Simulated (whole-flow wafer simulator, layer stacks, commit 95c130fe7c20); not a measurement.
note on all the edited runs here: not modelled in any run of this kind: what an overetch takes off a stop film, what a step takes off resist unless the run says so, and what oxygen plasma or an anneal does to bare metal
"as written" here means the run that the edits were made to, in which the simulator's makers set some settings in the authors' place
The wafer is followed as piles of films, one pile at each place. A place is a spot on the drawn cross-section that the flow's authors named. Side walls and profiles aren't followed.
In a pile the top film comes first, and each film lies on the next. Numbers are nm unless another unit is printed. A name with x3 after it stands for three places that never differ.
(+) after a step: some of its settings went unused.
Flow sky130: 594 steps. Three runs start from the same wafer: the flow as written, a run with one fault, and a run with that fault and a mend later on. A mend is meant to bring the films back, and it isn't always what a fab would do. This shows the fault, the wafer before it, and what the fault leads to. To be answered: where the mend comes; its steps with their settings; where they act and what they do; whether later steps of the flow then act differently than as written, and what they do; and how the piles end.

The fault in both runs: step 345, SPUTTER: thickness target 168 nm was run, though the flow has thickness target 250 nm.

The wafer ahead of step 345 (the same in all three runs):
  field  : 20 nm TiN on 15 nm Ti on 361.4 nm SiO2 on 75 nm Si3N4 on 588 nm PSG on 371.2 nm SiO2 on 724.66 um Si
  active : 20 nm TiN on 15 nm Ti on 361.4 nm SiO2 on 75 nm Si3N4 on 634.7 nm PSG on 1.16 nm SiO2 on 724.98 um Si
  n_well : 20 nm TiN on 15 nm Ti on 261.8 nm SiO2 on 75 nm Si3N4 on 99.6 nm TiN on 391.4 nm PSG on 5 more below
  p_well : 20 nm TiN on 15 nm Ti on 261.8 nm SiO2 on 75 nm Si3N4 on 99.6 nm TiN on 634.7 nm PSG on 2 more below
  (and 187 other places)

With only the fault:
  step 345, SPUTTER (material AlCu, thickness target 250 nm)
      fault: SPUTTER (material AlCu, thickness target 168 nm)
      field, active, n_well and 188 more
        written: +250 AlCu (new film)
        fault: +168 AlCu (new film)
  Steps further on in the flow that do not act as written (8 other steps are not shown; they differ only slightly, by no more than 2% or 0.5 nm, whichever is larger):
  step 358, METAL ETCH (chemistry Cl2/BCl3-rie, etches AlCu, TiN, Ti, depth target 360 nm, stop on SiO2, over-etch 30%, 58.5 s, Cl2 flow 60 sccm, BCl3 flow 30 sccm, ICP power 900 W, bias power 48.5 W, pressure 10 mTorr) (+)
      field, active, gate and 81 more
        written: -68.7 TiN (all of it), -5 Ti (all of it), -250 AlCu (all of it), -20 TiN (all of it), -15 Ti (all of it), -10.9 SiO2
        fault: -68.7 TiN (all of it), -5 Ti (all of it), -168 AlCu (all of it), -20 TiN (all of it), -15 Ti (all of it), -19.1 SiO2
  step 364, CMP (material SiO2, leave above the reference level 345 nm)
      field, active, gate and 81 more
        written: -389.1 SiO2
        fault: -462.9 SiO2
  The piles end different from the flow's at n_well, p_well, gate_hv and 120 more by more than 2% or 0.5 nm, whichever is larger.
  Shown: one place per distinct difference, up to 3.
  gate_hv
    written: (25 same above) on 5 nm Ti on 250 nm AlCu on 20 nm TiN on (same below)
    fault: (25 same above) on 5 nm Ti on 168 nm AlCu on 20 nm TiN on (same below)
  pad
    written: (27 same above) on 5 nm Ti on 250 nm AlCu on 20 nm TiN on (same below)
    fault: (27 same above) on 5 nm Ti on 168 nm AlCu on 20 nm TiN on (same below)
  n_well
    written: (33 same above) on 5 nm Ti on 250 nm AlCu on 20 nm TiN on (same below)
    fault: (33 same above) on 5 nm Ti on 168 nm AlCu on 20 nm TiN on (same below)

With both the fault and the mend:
  The mend stands after step 345.
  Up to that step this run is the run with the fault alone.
  step 345a, SPUTTER (material AlCu, thickness target 82 nm) (the flow's step 345, run once more with other settings)
      field, active, n_well and 188 more
        +82 AlCu
  Every later step of the flow that is run acts as written at every place that is followed.
  The piles end the same as the flow's at every place that both follow.
